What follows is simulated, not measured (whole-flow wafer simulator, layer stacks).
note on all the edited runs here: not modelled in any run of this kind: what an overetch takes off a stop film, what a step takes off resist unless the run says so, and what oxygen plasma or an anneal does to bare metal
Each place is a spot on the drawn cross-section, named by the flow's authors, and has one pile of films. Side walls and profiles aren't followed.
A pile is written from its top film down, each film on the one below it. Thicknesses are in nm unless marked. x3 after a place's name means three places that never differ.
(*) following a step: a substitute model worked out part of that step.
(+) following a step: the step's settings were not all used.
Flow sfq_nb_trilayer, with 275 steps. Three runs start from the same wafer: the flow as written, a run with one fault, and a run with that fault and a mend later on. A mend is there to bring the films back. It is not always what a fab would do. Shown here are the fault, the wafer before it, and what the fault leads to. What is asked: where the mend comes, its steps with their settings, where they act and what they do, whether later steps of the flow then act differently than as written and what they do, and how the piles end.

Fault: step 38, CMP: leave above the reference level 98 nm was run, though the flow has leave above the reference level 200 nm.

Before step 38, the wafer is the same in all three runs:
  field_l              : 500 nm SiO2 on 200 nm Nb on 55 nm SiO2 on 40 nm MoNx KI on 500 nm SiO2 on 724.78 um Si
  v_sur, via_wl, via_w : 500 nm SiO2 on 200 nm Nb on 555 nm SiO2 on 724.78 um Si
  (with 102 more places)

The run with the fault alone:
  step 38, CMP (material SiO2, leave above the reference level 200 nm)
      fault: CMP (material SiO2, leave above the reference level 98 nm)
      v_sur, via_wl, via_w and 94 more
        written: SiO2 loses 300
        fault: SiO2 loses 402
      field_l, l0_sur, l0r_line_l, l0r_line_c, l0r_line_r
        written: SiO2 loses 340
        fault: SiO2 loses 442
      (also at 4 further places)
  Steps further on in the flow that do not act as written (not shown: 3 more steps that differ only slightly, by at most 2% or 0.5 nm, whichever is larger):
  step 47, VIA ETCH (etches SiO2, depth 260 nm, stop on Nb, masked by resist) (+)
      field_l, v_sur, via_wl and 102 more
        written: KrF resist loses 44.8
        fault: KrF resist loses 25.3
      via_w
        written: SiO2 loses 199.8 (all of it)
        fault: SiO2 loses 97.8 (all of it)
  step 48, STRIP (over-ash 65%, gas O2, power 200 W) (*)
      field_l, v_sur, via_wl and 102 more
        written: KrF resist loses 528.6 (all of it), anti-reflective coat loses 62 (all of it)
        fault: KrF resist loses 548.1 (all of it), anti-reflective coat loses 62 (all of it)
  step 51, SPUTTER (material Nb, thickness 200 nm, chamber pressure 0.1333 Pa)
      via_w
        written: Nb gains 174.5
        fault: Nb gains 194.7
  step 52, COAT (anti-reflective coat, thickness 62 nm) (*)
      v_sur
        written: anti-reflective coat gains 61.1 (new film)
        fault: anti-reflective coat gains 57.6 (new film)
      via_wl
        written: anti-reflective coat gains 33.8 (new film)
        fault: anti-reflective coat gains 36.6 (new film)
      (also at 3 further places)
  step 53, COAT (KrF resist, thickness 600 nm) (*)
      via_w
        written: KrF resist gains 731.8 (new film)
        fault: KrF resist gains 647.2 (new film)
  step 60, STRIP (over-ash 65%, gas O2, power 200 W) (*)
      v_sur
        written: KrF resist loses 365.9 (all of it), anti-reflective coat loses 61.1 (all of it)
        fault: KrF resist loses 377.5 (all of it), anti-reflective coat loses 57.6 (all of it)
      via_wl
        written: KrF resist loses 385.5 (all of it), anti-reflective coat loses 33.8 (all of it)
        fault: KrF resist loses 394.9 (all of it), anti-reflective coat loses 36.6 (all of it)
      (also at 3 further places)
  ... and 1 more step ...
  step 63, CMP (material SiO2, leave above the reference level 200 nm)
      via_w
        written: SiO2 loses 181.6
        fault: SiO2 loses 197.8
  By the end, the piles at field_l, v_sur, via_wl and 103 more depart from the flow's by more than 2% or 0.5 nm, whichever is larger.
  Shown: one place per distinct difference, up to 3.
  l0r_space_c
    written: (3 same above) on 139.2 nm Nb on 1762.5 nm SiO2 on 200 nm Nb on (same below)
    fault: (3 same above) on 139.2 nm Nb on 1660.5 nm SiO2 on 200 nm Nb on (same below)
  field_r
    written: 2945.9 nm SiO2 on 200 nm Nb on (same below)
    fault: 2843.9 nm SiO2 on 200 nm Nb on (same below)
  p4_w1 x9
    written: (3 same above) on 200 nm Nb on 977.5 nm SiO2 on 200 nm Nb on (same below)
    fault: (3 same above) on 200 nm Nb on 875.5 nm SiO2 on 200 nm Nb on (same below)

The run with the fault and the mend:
  The mend stands after step 39.
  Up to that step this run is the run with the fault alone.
  step 39a, PECVD (material SiO2, thickness 102 nm, 150 C, 22.67 s, RF power 183.3 W, pressure 2.4 Torr, precursor SiH4/N2O) (a further turn of the flow's step 37, with different settings)
      field_l, v_sur, via_wl and 103 more
        SiO2 gains 102
  Every later step of the flow that is run acts as written at every place that is followed.
  By the end, the piles equal the flow's at every place that both follow.
